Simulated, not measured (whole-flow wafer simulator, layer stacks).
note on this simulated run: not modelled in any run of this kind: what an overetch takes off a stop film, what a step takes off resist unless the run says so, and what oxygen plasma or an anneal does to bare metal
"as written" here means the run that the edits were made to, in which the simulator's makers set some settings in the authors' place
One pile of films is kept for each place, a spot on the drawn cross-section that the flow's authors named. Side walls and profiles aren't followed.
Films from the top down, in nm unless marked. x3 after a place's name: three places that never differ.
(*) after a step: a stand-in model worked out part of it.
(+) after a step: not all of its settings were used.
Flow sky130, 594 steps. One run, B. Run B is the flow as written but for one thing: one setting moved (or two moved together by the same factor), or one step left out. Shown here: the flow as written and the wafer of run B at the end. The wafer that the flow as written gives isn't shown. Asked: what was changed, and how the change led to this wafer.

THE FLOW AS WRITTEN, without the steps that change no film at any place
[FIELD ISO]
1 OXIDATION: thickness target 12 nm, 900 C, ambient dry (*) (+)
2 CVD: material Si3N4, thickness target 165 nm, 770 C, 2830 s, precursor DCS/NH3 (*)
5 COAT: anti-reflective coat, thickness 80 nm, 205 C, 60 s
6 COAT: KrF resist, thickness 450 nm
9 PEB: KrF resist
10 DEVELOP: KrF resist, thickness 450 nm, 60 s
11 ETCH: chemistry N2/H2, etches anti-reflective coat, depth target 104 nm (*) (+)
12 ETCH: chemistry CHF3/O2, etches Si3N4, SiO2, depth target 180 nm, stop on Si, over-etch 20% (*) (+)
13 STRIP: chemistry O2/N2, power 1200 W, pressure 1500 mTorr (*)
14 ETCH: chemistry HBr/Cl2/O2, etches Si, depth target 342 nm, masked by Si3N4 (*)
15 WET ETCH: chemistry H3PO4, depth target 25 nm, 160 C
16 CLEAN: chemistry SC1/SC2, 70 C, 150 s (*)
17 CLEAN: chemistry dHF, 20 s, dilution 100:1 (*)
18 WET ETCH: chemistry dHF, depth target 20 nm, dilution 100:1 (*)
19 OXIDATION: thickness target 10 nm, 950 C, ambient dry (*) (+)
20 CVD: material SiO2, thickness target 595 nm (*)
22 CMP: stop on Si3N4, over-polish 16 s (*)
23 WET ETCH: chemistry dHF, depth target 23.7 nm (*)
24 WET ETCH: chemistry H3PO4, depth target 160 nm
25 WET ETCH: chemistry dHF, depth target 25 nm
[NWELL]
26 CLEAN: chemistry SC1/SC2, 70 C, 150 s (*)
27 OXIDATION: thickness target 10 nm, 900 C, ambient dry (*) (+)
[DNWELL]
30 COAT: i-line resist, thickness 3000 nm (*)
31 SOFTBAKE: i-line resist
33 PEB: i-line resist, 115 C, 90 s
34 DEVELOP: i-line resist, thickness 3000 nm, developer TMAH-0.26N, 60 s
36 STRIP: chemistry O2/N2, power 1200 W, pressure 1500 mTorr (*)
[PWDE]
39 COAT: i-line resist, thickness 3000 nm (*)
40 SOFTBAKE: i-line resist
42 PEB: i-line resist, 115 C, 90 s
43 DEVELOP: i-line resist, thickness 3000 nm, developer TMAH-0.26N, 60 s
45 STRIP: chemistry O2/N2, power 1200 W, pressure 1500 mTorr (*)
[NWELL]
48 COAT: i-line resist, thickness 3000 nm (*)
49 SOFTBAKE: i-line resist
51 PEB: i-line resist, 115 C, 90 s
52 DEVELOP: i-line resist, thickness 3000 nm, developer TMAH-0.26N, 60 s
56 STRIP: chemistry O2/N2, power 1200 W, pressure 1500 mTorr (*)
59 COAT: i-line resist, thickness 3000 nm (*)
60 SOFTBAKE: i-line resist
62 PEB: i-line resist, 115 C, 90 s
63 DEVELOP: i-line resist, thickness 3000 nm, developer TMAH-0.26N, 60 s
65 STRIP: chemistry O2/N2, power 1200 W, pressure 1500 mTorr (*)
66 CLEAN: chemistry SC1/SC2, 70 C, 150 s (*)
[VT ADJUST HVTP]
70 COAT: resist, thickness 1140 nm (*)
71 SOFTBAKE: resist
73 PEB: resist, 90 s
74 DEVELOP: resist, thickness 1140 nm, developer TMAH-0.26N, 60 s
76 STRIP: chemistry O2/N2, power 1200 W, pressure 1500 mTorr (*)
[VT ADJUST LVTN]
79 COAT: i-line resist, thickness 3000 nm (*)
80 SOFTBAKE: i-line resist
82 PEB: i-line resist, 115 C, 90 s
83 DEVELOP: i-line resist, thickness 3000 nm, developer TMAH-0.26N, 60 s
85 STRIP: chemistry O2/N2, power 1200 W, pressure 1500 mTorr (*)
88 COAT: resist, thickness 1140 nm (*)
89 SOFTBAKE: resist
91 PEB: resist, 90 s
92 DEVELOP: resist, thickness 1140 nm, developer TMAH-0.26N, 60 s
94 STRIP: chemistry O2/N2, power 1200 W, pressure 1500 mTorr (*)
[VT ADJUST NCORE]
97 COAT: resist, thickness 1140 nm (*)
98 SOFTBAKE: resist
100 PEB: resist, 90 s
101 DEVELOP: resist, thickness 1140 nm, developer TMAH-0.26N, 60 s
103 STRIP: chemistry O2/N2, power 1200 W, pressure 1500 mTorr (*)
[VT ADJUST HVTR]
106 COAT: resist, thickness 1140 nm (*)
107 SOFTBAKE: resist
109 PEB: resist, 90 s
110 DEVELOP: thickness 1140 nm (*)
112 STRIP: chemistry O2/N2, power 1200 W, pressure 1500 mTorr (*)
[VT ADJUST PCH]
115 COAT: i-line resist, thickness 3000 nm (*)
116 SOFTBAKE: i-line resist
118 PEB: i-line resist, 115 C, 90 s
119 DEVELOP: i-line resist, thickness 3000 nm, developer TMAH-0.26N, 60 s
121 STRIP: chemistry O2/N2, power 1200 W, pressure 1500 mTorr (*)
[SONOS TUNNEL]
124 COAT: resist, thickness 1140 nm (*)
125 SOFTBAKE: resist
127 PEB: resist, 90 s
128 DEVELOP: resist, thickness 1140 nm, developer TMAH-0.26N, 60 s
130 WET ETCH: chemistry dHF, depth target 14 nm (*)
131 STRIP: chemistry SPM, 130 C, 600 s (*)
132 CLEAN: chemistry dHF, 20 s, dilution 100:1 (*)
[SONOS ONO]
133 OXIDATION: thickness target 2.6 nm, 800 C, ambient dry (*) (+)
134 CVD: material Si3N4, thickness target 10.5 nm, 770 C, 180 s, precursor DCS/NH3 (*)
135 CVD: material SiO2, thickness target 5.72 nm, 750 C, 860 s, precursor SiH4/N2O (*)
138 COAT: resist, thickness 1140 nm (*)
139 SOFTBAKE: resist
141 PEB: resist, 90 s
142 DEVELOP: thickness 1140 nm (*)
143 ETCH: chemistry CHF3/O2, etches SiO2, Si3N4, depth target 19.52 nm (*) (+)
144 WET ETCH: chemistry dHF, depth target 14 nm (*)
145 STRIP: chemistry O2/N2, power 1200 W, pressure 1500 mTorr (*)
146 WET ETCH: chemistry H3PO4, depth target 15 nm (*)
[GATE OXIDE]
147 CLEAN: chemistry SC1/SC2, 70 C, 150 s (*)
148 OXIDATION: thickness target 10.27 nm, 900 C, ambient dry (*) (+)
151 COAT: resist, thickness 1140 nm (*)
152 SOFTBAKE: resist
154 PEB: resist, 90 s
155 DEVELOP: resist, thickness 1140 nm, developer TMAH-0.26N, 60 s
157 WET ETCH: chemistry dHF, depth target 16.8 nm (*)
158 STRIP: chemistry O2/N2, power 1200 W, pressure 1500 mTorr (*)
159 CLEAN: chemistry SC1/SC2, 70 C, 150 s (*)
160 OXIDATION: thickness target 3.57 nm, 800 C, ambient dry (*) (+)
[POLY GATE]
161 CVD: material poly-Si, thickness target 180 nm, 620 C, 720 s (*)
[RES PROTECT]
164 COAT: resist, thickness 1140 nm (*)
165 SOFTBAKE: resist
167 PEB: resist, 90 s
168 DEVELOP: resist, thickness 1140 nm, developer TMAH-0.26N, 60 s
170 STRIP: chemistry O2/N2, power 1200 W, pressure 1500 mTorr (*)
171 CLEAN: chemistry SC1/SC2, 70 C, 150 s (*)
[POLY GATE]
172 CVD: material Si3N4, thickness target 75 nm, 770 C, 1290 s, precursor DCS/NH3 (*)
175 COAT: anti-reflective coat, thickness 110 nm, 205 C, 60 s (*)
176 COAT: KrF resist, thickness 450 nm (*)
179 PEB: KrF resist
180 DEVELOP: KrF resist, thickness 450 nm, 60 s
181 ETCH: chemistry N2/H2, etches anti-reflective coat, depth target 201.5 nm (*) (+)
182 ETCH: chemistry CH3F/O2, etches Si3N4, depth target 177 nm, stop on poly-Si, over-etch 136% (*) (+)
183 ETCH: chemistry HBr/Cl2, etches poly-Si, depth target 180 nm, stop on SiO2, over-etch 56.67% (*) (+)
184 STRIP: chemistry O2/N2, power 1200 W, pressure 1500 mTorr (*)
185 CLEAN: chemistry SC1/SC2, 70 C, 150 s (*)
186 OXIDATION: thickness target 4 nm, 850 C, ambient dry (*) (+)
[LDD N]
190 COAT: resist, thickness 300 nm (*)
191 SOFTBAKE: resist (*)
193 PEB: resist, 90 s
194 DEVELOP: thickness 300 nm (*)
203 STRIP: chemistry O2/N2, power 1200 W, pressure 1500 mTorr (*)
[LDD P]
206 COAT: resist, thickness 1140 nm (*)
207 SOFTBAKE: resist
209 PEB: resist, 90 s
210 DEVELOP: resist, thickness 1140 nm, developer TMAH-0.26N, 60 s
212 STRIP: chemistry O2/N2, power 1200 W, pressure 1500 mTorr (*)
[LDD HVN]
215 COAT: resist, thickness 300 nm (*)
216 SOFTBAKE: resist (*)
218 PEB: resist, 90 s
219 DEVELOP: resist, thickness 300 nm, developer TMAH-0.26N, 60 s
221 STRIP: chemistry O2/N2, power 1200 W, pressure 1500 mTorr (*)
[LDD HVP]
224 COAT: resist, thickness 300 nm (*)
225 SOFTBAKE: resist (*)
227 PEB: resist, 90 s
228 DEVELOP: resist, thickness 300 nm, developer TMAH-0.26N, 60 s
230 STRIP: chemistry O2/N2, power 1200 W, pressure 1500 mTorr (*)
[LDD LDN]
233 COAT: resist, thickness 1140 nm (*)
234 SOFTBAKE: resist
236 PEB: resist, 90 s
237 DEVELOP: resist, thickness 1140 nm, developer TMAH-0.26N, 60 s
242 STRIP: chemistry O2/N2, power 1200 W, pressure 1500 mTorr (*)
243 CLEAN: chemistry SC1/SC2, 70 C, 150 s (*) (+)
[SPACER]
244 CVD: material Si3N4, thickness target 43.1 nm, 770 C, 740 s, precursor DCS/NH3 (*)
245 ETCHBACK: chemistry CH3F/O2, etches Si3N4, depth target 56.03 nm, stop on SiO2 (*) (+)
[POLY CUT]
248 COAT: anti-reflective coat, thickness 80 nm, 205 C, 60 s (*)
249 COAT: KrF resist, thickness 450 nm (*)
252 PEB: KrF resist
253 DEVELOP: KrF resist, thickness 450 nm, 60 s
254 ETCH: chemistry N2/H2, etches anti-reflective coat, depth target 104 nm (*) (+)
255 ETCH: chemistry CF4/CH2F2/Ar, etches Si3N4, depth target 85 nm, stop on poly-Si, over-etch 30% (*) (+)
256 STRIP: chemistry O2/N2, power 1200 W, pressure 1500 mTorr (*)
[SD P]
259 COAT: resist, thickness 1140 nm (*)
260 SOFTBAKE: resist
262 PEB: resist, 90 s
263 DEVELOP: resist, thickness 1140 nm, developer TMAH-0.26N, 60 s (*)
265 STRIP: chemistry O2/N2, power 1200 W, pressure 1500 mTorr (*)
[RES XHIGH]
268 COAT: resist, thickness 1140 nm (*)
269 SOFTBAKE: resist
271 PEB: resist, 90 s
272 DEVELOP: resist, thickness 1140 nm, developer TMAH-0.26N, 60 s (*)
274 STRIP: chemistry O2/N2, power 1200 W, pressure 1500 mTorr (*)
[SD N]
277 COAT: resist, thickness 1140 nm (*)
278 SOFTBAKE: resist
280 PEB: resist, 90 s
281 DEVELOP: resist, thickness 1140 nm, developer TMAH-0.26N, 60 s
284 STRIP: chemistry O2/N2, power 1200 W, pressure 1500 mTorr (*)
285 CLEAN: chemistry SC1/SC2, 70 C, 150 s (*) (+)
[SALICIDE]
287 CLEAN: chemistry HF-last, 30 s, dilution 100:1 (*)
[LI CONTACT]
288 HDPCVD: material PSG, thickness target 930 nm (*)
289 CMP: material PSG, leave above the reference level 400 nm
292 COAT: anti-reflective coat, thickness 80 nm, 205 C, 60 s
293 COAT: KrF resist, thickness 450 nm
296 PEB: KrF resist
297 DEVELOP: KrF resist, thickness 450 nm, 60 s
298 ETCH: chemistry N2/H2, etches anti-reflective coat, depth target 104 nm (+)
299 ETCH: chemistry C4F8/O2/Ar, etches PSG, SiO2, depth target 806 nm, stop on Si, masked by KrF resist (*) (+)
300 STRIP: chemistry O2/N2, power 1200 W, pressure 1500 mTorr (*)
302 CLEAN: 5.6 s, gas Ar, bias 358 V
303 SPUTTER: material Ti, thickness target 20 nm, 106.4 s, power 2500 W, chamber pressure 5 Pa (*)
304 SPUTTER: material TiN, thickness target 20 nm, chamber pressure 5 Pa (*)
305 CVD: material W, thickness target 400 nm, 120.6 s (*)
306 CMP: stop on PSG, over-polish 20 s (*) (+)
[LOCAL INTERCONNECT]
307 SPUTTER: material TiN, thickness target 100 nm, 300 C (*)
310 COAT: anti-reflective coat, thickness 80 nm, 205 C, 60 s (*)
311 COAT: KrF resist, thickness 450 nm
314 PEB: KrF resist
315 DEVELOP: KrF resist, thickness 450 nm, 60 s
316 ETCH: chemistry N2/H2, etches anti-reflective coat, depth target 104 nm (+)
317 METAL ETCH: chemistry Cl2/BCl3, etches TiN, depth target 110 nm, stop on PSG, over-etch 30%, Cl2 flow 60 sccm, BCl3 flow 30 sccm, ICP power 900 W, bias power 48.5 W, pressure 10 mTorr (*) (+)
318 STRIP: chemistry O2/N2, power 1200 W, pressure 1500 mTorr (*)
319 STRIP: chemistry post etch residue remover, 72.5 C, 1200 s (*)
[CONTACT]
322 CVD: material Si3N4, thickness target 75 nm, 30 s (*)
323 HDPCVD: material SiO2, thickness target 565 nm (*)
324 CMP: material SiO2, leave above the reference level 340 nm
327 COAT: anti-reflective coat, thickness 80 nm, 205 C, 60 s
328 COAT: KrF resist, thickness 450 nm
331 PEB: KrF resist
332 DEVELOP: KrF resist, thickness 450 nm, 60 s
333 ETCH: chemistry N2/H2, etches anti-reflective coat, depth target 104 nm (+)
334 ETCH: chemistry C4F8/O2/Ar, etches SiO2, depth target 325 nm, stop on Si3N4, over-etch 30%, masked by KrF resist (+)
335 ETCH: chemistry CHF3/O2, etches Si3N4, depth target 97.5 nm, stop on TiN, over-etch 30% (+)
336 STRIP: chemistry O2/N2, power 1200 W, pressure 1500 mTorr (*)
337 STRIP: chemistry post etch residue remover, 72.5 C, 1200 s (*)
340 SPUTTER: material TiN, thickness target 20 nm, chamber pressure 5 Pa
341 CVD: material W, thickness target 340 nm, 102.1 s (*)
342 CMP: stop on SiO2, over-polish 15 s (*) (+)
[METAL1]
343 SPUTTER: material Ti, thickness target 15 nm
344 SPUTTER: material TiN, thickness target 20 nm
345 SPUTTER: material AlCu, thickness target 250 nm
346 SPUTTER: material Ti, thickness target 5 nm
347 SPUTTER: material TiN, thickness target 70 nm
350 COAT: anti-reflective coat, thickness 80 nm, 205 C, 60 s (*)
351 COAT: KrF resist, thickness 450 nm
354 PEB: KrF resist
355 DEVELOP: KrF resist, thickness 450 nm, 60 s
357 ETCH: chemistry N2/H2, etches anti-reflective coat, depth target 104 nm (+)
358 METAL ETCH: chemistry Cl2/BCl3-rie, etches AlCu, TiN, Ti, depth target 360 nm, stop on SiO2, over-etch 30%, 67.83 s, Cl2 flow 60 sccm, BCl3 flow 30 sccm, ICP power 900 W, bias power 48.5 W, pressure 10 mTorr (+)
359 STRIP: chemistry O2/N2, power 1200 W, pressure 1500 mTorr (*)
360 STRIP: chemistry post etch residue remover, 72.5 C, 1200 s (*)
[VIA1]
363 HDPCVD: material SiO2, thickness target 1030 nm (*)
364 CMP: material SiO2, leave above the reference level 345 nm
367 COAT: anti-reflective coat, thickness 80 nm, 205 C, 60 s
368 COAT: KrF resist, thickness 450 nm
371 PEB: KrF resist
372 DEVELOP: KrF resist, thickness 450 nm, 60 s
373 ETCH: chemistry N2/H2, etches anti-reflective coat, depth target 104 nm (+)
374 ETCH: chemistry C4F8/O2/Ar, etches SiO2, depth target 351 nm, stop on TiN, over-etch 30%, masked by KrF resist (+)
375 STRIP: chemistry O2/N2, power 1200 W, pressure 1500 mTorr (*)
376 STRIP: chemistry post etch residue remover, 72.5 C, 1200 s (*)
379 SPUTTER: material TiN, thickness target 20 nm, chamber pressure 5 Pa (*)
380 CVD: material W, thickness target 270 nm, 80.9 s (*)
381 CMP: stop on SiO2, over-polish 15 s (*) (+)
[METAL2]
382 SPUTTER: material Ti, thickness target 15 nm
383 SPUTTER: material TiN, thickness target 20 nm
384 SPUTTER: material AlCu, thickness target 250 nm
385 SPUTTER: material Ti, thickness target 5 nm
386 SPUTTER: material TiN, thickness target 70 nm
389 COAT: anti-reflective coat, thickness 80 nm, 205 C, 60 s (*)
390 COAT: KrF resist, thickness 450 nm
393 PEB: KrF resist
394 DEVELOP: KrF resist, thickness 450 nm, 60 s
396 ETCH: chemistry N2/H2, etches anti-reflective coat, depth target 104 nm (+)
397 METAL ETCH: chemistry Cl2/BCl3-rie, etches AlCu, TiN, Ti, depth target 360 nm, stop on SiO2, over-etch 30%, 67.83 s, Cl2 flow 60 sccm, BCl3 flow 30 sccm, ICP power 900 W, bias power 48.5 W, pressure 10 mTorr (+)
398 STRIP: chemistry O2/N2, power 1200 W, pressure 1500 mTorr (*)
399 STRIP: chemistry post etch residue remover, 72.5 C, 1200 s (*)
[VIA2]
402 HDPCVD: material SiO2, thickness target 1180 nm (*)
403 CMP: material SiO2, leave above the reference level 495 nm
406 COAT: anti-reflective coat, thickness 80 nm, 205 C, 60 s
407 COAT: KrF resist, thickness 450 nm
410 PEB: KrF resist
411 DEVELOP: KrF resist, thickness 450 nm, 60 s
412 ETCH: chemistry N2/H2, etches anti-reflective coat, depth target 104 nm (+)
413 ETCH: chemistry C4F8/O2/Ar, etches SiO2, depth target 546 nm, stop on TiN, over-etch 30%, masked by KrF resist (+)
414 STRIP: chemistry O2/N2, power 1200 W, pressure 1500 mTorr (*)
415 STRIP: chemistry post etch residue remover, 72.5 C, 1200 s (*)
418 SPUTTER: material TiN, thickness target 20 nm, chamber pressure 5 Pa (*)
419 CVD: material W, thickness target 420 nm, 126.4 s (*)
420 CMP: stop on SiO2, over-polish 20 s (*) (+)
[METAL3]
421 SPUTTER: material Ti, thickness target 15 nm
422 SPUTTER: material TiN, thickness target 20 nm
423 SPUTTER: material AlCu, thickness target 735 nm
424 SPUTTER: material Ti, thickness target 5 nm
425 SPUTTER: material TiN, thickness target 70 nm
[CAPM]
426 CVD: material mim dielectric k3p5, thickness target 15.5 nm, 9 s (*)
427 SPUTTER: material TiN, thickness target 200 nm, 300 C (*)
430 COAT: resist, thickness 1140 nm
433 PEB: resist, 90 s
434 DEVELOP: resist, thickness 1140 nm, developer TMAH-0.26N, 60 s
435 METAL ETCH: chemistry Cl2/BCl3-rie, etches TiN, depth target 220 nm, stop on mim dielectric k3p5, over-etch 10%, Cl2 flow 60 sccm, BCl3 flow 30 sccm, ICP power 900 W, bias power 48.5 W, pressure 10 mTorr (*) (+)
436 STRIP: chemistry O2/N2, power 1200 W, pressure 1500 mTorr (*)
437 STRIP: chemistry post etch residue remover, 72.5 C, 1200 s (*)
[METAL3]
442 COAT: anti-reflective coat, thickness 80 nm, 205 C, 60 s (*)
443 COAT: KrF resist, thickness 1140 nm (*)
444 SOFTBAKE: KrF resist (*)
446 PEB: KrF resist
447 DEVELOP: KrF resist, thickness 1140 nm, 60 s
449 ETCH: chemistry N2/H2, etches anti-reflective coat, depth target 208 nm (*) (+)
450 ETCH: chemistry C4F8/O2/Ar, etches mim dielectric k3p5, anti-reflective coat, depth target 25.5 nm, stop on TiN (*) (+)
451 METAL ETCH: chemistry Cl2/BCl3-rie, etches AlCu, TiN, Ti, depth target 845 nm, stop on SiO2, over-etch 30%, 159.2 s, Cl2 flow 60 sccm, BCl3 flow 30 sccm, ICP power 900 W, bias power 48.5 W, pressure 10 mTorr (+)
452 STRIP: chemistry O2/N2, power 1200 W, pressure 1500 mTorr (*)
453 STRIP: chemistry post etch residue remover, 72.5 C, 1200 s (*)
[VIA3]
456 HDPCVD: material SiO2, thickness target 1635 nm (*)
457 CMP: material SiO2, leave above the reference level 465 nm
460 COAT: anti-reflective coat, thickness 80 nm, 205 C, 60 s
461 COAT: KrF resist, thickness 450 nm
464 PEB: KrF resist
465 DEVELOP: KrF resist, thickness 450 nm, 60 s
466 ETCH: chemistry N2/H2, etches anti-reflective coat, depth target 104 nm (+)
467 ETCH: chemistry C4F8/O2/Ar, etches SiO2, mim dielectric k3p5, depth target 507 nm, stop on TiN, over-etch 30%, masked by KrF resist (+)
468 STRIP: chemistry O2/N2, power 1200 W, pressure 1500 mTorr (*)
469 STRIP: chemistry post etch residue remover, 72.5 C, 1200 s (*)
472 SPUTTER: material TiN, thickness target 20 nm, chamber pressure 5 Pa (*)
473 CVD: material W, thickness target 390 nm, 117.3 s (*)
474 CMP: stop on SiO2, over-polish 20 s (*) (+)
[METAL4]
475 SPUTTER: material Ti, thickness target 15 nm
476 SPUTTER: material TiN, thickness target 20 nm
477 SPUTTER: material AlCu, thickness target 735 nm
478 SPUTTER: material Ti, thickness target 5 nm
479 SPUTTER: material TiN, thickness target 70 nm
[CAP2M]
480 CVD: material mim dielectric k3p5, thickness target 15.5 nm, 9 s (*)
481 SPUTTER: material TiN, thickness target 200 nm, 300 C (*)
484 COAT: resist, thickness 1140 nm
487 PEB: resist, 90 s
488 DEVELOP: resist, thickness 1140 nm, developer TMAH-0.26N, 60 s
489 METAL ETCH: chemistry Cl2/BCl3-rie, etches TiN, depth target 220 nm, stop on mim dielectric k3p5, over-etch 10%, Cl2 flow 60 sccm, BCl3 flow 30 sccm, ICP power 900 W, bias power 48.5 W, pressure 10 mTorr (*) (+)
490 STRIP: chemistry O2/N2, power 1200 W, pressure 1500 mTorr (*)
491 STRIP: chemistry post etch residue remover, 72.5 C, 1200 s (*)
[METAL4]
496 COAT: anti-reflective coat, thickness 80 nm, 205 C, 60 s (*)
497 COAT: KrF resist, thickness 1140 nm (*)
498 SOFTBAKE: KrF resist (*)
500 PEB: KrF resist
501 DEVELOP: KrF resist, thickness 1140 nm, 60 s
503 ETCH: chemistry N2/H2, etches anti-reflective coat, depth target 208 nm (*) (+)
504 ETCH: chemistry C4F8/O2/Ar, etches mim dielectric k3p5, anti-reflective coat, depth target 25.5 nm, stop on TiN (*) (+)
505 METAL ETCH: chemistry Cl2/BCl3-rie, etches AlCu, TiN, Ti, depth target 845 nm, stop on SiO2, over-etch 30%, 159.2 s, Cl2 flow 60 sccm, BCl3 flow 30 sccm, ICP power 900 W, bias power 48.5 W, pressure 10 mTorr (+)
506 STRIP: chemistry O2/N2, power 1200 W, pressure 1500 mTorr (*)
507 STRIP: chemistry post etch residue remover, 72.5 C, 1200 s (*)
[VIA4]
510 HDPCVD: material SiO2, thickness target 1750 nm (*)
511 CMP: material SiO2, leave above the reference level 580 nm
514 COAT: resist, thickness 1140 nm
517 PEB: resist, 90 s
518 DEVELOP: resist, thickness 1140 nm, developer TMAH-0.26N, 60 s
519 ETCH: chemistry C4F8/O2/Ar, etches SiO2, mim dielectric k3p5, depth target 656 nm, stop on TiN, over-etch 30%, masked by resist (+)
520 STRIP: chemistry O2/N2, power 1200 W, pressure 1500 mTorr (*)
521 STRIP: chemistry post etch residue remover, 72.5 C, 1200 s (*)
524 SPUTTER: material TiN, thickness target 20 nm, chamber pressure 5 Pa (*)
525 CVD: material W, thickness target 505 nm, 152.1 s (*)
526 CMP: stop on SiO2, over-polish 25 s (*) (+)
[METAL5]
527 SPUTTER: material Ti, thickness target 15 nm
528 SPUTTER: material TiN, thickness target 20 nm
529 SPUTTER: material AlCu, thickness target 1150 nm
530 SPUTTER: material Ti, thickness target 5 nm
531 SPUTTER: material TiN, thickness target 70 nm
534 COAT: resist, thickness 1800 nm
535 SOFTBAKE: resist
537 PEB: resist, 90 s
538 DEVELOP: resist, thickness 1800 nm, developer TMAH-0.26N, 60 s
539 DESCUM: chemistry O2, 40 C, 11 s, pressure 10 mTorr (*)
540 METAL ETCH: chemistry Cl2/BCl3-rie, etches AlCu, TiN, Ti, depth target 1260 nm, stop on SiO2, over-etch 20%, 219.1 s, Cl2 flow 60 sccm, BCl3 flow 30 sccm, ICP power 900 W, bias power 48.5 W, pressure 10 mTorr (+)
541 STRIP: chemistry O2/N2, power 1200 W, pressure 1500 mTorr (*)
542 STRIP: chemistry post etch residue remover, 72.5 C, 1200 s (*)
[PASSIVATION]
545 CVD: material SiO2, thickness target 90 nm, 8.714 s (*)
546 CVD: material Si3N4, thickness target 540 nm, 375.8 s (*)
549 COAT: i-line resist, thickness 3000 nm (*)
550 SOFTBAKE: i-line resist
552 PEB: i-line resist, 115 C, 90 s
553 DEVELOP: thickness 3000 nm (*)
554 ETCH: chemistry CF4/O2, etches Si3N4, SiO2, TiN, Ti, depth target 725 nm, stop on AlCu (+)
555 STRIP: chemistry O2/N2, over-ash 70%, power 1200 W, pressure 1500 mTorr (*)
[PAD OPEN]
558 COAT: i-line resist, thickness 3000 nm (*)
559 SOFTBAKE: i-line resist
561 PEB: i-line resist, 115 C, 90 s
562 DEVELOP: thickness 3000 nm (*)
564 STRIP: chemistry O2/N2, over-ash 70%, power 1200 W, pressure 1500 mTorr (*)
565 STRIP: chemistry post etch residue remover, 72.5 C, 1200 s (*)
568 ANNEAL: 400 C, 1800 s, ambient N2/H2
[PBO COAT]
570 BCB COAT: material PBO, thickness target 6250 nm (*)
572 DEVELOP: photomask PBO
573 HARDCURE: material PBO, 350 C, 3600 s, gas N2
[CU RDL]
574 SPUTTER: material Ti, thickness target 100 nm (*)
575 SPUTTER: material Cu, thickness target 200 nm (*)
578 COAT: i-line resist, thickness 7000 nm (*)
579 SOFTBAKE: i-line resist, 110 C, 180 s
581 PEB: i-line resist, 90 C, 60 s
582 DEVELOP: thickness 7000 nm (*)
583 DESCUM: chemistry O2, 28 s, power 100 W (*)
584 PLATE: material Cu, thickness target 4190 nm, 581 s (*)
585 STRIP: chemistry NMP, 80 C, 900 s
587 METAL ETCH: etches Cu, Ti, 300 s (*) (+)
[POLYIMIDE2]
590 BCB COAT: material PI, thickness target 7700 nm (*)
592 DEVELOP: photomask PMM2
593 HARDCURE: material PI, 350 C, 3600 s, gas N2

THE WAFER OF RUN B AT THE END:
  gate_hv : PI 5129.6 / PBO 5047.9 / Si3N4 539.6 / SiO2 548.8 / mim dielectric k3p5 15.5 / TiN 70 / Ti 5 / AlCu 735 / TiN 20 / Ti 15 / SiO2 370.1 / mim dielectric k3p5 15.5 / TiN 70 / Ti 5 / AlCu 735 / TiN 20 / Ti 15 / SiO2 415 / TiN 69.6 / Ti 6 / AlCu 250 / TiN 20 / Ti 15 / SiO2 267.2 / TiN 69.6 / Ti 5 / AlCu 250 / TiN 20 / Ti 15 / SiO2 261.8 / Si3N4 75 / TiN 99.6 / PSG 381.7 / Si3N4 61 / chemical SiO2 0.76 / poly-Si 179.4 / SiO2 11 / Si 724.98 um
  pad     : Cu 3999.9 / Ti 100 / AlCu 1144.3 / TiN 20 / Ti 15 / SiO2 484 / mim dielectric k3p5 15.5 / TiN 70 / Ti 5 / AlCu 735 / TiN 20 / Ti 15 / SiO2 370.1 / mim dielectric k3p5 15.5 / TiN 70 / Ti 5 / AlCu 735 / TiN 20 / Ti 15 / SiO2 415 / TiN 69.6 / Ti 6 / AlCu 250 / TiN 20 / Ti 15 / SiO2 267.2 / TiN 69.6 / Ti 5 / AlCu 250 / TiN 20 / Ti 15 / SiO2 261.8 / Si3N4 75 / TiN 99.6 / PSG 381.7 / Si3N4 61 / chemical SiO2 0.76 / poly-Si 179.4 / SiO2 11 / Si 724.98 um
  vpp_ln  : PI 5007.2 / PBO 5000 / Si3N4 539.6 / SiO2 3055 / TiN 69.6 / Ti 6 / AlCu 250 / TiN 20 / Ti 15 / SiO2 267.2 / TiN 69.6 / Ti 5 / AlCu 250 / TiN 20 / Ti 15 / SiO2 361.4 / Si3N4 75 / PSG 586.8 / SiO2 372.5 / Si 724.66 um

The cause: step 385, SPUTTER: thickness target 6 nm was run, where the flow has thickness target 5 nm.
It can be read off the wafer: gate_hv has Ti 6, and step 385 as written asks for 5 nm.

How the change led to this, step by step:
  385 SPUTTER: material Ti, thickness target 5 nm
      field, active, n_well and 188 more: Ti +6 (new film) (as written it would be: Ti +5 (new film))
  397 METAL ETCH: chemistry Cl2/BCl3-rie, etches AlCu, TiN, Ti, depth target 360 nm, stop on SiO2, over-etch 30%, 67.83 s, Cl2 flow 60 sccm, BCl3 flow 30 sccm, ICP power 900 W, bias power 48.5 W, pressure 10 mTorr (+)
      field, active, gate and 82 more: TiN -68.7 (all of it), Ti -6 (all of it), AlCu -250 (all of it), TiN -20 (all of it), Ti -15 (all of it), SiO2 -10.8 (as written it would be: TiN -68.7 (all of it), Ti -5 (all of it), AlCu -250 (all of it), TiN -20 (all of it), Ti -15 (all of it), SiO2 -10.9)
